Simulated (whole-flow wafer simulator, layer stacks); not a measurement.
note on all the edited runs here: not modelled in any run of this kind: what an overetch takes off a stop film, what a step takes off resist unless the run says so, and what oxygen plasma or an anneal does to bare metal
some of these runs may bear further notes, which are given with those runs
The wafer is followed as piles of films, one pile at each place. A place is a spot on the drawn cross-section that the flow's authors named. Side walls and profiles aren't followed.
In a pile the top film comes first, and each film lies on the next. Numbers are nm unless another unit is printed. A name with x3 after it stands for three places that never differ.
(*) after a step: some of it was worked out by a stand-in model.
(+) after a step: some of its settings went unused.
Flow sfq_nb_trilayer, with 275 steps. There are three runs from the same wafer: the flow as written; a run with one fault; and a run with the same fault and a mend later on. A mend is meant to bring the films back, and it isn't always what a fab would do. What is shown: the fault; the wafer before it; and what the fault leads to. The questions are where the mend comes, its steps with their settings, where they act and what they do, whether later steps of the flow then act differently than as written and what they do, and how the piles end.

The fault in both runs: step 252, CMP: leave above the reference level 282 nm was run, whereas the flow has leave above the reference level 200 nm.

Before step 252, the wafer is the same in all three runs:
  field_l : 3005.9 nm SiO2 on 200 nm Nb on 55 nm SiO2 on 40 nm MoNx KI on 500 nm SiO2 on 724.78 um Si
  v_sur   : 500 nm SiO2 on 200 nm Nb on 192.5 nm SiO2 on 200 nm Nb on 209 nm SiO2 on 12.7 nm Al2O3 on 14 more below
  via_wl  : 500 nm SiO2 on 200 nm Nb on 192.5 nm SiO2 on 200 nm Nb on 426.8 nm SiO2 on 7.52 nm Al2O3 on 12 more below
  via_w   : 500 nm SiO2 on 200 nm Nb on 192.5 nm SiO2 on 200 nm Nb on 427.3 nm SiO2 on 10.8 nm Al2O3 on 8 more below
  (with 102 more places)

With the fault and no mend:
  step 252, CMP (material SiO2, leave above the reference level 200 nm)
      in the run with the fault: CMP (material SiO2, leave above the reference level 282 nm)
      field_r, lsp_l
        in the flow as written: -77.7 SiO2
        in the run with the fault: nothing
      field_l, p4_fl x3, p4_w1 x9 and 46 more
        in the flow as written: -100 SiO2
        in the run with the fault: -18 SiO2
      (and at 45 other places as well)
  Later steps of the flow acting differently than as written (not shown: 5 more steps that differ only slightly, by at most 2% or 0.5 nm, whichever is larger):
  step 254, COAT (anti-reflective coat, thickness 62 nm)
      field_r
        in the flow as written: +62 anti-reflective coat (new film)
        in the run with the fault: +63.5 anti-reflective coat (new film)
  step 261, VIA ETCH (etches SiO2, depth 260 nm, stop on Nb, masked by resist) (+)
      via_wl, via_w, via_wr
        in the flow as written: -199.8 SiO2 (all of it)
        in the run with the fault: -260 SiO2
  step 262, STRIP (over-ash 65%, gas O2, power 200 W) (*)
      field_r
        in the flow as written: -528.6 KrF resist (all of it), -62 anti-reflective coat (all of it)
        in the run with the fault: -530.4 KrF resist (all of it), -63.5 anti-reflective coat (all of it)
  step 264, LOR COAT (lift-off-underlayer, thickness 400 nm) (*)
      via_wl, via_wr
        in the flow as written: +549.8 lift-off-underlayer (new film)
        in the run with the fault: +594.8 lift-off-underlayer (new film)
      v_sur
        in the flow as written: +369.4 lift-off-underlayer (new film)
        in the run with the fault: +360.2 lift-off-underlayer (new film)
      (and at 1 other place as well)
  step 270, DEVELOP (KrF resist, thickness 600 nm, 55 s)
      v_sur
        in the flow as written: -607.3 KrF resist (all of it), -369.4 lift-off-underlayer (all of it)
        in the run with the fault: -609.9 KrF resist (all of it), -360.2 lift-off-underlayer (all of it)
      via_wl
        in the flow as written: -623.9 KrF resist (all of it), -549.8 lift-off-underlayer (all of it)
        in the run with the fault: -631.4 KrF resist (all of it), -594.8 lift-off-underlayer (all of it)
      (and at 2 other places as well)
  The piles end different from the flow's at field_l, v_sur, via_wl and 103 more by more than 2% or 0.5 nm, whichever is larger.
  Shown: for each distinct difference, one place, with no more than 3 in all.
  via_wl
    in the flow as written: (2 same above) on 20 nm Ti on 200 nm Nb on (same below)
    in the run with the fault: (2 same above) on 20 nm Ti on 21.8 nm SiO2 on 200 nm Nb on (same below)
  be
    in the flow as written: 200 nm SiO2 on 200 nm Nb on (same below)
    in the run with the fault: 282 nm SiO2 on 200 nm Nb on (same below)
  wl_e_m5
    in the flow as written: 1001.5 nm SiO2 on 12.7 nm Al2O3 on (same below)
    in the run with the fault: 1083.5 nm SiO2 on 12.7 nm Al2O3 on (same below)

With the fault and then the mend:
  After step 253 comes the mend.
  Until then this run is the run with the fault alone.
  step 253a, CMP (material SiO2, leave above the reference level 200 nm) (a further turn of the flow's step 252)
      field_l, v_sur, via_wl and 101 more
        -82 SiO2
      field_r, lsp_l
        -77.7 SiO2
  Every later step of the flow that is run acts as written at every place that is followed.
  At every place that both follow, the piles at the end match the flow's.
